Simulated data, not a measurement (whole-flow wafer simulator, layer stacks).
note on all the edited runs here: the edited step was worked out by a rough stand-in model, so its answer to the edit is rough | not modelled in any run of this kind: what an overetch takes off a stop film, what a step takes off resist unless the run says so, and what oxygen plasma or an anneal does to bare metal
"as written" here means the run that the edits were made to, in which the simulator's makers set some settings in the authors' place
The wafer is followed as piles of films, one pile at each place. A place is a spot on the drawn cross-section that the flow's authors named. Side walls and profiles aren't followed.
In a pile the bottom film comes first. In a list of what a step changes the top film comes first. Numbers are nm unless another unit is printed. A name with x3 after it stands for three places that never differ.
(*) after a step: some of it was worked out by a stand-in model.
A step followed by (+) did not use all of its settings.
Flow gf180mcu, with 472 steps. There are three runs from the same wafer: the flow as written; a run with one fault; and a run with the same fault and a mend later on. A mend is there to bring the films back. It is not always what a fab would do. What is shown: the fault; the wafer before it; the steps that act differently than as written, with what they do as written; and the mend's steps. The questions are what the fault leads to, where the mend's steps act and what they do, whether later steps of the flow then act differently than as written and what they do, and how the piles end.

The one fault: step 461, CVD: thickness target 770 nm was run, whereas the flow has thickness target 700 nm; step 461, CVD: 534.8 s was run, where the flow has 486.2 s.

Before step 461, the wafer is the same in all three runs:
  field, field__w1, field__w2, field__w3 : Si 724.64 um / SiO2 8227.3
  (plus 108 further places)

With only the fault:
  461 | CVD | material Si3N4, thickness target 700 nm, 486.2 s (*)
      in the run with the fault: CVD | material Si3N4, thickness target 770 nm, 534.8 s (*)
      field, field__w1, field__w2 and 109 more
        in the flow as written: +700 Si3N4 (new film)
        in the run with the fault: +770 Si3N4 (new film)
  Steps further on in the flow that do not act as written (not shown: 5 more steps that differ only slightly, by at most 2% or 0.5 nm, whichever is larger):
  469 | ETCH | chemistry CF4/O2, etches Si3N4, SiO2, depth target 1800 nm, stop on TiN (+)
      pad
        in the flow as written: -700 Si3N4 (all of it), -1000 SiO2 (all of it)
        in the run with the fault: -770 Si3N4 (all of it), -1000 SiO2 (all of it)
  The piles end different from the flow's at field, field__w1, field__w2 and 108 more by more than 2% or 0.5 nm, whichever is larger.
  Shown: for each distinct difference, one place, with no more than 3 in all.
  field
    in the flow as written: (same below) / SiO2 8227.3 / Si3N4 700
    in the run with the fault: (same below) / SiO2 8227.3 / Si3N4 770
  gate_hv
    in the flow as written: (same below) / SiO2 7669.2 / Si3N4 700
    in the run with the fault: (same below) / SiO2 7669.2 / Si3N4 770
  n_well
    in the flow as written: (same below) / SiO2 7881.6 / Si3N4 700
    in the run with the fault: (same below) / SiO2 7881.6 / Si3N4 770

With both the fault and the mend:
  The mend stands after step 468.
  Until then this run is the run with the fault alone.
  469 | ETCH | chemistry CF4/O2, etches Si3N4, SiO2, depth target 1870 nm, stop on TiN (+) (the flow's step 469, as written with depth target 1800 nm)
      field, field__w1, field__w2 and 108 more
        -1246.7 i-line resist
      pad
        -770 Si3N4 (all of it), -1000 SiO2 (all of it)
  Steps further on in the flow that do not act as written:
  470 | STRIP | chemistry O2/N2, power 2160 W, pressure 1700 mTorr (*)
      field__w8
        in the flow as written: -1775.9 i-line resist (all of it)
        in the run with the mend: -1729.2 i-line resist (all of it)
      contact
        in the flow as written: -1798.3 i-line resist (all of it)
        in the run with the mend: -1752.1 i-line resist (all of it)
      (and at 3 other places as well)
  The piles end different from the flow's at field, field__w1, field__w2 and 108 more by more than 2% or 0.5 nm, whichever is larger.
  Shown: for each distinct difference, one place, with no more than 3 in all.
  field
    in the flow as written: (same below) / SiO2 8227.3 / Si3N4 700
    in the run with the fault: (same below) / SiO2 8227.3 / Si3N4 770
    in the run with the mend: (same below) / SiO2 8227.3 / Si3N4 770
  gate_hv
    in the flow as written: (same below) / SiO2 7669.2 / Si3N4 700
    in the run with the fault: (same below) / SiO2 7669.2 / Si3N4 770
    in the run with the mend: (same below) / SiO2 7669.2 / Si3N4 770
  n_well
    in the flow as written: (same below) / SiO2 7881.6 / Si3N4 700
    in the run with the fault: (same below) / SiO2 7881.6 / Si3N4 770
    in the run with the mend: (same below) / SiO2 7881.6 / Si3N4 770
